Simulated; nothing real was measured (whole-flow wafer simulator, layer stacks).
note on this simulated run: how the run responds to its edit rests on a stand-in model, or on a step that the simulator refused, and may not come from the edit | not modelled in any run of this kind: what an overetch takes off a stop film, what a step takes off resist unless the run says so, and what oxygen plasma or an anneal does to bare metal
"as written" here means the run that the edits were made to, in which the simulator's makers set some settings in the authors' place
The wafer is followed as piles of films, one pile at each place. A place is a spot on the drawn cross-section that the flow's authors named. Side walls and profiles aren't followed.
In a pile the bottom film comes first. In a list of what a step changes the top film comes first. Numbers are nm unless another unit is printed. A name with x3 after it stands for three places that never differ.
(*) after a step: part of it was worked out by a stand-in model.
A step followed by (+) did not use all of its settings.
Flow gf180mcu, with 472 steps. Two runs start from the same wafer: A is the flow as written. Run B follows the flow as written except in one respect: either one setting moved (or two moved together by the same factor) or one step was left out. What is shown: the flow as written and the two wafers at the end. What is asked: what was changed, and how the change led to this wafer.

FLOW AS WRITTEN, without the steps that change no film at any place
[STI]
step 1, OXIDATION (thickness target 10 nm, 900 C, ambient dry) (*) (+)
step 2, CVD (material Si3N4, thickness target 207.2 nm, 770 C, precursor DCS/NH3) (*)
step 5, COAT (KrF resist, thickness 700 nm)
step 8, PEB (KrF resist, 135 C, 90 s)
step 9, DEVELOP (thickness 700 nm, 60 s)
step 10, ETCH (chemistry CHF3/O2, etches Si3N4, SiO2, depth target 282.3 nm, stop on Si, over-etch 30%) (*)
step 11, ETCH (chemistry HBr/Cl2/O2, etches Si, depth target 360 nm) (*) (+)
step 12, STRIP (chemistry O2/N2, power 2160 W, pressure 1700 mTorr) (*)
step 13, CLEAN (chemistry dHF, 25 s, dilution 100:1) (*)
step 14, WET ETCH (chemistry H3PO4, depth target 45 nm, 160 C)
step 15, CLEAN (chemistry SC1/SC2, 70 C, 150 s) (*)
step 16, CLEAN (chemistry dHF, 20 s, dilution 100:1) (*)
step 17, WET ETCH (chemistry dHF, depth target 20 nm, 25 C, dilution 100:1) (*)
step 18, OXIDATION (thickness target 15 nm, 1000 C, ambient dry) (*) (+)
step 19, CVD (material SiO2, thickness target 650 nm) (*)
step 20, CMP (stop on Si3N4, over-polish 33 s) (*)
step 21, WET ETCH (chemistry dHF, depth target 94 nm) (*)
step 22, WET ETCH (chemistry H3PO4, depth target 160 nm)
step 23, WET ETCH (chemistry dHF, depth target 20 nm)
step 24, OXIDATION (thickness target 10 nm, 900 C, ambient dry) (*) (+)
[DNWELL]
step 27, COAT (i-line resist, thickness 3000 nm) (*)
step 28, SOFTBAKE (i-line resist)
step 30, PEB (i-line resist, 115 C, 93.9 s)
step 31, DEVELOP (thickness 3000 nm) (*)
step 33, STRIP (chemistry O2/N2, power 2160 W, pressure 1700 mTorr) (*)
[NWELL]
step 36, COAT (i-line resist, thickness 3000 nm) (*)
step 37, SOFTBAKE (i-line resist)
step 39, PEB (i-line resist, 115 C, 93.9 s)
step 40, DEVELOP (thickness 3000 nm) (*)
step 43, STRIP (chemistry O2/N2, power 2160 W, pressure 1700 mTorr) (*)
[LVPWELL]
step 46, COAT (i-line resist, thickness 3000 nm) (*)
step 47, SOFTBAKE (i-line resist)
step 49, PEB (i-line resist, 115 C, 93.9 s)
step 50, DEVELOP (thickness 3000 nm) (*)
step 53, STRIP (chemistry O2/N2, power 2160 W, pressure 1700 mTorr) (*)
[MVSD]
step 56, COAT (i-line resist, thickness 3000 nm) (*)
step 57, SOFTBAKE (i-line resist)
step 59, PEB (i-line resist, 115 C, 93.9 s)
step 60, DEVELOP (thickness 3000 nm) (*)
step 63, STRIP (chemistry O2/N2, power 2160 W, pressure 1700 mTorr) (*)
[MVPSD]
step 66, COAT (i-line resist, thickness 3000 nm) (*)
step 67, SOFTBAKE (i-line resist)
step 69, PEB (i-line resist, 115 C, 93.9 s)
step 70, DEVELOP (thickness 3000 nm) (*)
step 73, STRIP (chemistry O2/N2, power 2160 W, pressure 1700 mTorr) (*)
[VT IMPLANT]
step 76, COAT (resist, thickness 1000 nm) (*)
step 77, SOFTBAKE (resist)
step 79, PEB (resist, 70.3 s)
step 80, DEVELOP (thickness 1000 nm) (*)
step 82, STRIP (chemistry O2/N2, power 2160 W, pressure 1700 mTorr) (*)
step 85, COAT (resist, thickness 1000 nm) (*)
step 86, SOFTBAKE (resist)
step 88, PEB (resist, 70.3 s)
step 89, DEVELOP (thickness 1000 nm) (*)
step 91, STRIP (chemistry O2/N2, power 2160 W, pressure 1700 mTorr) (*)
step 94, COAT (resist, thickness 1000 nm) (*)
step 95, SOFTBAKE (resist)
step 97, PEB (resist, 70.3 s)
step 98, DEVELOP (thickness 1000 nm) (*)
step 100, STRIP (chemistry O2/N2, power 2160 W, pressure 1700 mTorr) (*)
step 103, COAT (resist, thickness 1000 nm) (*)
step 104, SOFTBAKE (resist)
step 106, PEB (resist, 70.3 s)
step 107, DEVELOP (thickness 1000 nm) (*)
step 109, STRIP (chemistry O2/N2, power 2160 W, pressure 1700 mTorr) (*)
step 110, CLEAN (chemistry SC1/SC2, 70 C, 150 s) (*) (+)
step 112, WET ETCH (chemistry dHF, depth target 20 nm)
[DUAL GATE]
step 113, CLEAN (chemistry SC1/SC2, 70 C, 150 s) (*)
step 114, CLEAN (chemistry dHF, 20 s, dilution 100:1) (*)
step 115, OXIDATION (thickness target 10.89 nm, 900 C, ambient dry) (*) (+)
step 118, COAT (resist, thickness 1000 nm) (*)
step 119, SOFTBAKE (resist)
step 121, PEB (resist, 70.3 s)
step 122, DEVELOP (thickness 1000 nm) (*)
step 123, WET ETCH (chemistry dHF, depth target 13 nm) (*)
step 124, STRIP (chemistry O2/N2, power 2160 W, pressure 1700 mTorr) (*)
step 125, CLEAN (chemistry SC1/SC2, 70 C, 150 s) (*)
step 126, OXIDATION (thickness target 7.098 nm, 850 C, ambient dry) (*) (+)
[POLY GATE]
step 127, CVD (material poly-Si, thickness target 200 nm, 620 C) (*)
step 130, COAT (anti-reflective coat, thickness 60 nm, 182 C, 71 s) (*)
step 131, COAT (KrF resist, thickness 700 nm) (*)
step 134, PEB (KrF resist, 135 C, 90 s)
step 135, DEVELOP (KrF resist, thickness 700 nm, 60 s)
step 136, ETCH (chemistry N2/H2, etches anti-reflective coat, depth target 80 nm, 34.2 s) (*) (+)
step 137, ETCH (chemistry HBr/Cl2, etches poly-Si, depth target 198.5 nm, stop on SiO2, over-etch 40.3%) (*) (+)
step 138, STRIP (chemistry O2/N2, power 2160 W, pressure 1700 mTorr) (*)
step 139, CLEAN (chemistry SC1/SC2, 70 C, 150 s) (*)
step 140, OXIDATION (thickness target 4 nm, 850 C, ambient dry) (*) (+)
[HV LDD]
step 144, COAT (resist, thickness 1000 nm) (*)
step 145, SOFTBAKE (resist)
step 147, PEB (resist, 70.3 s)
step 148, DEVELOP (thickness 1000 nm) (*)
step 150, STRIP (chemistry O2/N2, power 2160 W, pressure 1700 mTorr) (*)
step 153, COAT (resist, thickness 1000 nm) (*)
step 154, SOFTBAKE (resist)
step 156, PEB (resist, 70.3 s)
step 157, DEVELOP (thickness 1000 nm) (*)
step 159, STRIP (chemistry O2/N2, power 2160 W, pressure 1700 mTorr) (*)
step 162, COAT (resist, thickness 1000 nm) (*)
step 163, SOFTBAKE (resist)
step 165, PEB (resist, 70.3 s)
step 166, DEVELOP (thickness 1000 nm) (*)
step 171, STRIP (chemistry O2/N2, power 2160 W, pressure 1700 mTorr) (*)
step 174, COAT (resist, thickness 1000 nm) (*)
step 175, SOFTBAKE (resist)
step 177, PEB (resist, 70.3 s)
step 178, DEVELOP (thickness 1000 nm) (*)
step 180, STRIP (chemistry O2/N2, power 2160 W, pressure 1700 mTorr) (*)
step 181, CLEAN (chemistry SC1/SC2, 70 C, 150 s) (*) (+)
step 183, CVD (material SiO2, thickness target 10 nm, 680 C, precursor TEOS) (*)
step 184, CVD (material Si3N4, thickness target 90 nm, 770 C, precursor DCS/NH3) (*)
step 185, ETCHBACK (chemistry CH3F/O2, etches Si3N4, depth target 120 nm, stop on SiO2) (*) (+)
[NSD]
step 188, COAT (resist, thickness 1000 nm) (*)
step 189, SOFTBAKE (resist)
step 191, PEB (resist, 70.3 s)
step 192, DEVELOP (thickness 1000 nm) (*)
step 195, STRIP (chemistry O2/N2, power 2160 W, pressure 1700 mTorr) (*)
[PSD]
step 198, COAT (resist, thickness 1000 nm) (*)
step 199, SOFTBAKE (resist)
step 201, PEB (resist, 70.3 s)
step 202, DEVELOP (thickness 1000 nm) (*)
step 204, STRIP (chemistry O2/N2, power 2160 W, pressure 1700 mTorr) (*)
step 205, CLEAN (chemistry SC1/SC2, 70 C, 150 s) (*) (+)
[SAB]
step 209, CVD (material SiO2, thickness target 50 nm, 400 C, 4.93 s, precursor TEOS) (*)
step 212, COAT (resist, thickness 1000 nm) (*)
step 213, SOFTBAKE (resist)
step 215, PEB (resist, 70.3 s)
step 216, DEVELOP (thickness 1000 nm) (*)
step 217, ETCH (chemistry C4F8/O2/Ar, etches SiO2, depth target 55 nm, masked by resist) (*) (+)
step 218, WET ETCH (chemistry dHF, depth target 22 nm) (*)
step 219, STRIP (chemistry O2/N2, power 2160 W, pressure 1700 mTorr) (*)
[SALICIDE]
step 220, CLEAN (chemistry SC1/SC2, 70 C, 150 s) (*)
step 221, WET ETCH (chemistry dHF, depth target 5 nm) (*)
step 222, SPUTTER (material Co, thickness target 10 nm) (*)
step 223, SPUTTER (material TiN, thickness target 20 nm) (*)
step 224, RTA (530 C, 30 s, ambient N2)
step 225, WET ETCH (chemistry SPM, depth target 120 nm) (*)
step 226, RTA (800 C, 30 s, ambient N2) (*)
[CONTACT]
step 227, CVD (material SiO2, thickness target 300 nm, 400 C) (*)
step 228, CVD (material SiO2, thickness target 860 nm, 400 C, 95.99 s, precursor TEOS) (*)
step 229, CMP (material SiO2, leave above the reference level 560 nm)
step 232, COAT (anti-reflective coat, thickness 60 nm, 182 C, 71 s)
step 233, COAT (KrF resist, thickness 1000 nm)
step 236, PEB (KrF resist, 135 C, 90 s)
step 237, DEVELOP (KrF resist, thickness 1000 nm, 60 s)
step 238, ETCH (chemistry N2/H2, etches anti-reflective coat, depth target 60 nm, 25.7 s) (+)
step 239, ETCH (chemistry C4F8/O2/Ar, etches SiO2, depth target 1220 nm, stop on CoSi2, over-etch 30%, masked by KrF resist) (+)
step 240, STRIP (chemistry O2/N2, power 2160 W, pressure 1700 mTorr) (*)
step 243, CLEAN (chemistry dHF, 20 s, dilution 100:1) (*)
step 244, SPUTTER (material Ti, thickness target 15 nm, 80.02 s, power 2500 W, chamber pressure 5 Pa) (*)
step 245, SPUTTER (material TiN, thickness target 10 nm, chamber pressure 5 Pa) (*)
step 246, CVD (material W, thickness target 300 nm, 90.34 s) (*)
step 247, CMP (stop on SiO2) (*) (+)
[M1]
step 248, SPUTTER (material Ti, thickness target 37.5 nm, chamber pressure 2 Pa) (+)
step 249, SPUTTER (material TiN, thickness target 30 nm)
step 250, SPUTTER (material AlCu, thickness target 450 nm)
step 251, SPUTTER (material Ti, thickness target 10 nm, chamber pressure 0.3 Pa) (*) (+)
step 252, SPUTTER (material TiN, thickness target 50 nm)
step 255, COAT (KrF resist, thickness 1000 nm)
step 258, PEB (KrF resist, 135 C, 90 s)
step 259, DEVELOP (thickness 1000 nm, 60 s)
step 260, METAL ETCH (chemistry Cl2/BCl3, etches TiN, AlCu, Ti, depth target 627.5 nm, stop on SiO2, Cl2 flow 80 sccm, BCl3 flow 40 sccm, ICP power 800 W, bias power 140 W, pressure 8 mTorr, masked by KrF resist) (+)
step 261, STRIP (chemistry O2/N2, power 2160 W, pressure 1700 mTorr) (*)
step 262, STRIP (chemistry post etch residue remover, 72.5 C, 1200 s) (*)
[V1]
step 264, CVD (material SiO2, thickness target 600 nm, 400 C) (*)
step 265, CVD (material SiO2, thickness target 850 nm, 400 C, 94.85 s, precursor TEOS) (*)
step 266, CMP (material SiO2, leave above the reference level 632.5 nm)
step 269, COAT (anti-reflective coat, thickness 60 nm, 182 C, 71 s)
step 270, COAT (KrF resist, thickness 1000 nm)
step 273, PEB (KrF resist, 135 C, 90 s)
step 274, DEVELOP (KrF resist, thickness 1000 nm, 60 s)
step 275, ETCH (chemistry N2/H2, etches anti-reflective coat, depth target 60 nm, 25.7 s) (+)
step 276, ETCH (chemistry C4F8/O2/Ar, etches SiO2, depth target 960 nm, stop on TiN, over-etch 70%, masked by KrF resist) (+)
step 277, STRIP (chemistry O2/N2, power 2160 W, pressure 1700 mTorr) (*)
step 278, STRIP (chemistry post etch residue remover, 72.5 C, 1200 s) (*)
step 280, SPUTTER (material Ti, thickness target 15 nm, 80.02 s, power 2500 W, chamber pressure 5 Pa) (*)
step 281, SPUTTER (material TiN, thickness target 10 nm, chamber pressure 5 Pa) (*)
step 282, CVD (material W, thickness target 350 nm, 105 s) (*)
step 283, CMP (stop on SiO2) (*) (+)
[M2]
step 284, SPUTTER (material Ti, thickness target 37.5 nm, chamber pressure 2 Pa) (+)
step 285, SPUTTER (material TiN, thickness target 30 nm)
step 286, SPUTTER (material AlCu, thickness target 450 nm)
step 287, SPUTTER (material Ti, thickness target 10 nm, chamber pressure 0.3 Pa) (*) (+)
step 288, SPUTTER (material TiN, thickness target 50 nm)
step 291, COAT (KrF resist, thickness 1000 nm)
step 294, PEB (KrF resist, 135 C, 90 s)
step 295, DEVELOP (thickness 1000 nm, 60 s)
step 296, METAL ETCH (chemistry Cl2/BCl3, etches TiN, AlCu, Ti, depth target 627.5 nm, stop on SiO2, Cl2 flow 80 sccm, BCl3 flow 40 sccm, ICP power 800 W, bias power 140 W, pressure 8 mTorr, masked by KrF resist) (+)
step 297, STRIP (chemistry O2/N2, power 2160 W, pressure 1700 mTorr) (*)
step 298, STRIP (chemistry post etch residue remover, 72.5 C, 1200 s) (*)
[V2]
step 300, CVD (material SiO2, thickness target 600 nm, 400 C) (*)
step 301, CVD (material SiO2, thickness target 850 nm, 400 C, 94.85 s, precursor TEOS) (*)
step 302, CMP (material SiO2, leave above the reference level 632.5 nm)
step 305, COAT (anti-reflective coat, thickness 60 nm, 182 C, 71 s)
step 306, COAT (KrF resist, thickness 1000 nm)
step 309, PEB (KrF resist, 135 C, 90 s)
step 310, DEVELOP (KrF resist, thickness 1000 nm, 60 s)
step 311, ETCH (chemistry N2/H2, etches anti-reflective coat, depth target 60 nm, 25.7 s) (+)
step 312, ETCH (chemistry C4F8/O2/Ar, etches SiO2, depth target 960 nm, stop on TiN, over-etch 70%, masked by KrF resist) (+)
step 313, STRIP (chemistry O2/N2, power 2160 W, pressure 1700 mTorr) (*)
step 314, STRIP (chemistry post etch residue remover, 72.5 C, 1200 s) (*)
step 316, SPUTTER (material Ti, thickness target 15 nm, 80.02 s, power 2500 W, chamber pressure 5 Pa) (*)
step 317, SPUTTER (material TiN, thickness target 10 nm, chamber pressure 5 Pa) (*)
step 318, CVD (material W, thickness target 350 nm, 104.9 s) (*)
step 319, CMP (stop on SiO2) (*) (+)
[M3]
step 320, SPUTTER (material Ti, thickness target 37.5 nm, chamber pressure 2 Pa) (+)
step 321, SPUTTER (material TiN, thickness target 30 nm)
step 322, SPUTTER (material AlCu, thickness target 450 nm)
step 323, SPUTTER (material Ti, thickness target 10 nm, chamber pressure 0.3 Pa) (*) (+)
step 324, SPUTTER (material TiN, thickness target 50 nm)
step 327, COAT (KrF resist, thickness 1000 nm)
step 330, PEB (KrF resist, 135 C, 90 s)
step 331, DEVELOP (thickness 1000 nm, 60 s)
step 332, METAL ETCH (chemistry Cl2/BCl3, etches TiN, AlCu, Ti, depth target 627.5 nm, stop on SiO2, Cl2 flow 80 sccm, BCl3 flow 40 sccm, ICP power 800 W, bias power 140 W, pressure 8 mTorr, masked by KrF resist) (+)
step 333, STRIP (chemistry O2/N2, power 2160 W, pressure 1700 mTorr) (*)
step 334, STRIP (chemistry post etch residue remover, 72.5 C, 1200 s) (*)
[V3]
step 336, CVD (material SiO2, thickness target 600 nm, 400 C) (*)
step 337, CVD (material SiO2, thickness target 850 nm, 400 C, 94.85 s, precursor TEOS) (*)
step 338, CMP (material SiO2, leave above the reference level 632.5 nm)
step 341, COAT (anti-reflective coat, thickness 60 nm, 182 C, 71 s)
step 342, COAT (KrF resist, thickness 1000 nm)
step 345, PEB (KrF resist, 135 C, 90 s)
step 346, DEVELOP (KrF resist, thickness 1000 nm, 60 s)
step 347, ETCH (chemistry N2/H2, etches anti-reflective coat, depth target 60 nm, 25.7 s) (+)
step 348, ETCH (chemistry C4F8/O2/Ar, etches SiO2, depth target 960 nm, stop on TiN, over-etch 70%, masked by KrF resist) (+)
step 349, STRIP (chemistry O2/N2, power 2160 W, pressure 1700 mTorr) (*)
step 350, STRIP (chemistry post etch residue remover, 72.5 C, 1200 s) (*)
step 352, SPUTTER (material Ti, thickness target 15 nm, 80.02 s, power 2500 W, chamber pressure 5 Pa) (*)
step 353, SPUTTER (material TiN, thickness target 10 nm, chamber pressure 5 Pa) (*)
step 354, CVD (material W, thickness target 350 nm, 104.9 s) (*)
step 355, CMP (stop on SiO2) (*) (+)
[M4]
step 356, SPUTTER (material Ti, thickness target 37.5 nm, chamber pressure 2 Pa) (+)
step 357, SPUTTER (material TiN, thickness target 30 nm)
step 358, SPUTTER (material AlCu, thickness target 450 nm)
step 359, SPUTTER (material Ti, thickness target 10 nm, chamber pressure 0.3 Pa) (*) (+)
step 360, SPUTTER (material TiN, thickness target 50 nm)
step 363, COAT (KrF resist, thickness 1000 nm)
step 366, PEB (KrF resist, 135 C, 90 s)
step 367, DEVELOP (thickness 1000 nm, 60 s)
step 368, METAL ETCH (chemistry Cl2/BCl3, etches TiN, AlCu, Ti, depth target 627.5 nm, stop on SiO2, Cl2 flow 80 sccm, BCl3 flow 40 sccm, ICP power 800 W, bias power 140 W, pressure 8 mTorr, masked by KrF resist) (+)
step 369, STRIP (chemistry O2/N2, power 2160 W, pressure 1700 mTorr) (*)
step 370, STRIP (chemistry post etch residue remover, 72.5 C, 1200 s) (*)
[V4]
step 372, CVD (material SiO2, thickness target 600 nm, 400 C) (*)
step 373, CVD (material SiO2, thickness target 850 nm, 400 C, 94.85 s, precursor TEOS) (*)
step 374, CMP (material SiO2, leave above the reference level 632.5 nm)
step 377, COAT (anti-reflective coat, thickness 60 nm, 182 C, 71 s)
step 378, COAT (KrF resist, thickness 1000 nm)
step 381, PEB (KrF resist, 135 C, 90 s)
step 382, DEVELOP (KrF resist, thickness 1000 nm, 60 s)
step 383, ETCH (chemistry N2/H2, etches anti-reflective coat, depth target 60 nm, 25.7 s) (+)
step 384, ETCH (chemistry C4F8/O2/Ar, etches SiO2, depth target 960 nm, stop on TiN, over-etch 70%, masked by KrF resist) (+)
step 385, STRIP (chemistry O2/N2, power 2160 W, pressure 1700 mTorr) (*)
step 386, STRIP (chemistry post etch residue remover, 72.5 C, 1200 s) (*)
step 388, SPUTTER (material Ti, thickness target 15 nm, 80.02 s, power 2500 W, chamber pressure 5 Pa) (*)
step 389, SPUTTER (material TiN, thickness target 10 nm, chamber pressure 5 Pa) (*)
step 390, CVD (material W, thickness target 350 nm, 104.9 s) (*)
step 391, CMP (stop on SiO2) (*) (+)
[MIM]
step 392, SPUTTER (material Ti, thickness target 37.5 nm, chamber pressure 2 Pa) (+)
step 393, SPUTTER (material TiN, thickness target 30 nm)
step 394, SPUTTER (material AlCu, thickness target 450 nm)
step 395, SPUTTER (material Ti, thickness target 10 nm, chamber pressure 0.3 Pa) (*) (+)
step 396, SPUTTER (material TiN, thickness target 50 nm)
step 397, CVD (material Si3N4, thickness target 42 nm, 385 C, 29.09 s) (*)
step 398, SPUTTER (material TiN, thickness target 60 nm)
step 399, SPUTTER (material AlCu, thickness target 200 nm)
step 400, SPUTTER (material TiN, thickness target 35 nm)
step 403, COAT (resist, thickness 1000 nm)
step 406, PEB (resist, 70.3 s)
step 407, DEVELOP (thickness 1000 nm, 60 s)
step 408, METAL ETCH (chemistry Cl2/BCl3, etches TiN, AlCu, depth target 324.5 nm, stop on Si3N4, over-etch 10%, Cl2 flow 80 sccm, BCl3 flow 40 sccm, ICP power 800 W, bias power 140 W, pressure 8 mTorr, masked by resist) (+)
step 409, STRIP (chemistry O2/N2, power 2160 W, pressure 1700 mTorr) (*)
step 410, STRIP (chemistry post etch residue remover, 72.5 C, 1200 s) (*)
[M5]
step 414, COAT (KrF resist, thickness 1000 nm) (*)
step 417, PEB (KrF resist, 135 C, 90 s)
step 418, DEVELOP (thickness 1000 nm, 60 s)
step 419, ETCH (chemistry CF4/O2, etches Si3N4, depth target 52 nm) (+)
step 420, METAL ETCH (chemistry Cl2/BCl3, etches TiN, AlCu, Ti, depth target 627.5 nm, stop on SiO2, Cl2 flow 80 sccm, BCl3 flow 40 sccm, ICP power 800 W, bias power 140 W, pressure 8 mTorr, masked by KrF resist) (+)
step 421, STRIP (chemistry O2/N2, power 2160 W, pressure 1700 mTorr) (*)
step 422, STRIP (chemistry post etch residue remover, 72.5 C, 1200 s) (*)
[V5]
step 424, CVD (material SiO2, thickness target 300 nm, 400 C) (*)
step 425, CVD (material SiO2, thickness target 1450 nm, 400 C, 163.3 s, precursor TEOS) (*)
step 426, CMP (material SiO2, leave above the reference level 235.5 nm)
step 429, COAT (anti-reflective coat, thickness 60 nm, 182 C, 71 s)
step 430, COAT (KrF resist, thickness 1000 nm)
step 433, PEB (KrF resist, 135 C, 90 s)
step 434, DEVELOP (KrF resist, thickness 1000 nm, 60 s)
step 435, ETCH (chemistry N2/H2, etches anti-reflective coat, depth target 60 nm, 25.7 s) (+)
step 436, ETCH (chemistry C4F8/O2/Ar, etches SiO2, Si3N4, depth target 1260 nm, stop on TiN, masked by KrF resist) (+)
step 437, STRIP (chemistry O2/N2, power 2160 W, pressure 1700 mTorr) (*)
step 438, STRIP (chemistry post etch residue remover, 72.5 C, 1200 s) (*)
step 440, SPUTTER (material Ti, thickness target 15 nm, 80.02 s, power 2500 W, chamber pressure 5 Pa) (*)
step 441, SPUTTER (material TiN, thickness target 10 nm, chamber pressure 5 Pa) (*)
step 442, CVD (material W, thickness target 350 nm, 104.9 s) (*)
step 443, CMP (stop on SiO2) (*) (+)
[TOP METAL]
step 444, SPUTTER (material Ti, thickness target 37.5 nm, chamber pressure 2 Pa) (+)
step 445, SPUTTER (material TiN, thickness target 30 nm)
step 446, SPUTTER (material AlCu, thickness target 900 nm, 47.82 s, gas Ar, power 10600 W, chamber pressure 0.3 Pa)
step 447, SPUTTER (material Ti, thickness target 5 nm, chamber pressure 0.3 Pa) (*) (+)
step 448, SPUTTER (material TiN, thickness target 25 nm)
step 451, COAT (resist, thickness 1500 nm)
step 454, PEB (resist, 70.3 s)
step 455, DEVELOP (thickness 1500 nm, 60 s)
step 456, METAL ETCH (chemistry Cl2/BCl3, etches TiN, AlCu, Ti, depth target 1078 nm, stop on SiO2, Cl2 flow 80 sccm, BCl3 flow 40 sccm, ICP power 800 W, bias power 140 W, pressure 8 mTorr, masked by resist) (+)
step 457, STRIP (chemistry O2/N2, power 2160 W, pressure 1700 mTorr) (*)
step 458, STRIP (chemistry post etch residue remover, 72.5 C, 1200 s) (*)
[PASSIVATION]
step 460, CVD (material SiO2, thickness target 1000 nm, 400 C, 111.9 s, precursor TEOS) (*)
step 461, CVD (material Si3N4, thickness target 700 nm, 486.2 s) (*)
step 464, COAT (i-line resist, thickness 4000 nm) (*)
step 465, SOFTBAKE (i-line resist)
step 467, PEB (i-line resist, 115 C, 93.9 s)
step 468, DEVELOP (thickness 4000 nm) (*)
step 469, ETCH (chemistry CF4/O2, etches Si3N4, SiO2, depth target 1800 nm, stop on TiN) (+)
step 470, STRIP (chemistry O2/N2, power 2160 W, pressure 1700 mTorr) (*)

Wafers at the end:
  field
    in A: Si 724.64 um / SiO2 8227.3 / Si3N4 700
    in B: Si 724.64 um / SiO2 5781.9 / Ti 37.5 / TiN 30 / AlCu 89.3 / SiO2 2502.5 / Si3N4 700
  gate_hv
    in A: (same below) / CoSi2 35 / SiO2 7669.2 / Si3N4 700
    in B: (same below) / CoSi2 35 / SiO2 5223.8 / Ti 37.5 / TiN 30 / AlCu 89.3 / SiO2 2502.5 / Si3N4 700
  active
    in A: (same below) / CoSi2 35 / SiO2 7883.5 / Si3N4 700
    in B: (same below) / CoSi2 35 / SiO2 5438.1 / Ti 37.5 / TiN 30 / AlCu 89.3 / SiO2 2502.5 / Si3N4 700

The reason: step 394, SPUTTER: thickness target 664 nm was run, while the flow as written has thickness target 450 nm.

Step by step, how the change led to this:
  step 394, SPUTTER (material AlCu, thickness target 450 nm)
      field, field__w1, field__w2 and 108 more: A +450 AlCu (new film) | B +664 AlCu (new film)
  step 420, METAL ETCH (chemistry Cl2/BCl3, etches TiN, AlCu, Ti, depth target 627.5 nm, stop on SiO2, Cl2 flow 80 sccm, BCl3 flow 40 sccm, ICP power 800 W, bias power 140 W, pressure 8 mTorr, masked by KrF resist) (+)
      field, field__w1, field__w2 and 101 more: A -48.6 TiN (all of it), -10 Ti (all of it), -450 AlCu (all of it), -30 TiN (all of it), -37.5 Ti (all of it) | B -48.6 TiN (all of it), -10 Ti (all of it), -568.9 AlCu
  step 422, STRIP (chemistry post etch residue remover, 72.5 C, 1200 s) (*)
      field, field__w1, field__w2 and 101 more: A nothing | B -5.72 AlCu
  step 424, CVD (material SiO2, thickness target 300 nm, 400 C) (*)
      field, field__w1, field__w2 and 101 more: A +300 SiO2 | B +300 SiO2 (new film)
  step 426, CMP (material SiO2, leave above the reference level 235.5 nm)
      field, field__w1, field__w5 and 92 more: A -300.8 SiO2 | B -243.7 SiO2
      field__w2, field__w3, field__w12 and 6 more: A -272.7 SiO2 | B -212.9 SiO2
If metal films that touch count as one body, field has 1 body; the flow as written gives 0 bodies.
If metal films that touch count as one body, gate_hv has 2 bodies (between them, from the top down: SiO2 5223.8); the flow as written gives 1 body.
If metal films that touch count as one body, active has 2 bodies (between them, from the top down: SiO2 5438.1); the flow as written gives 1 body.
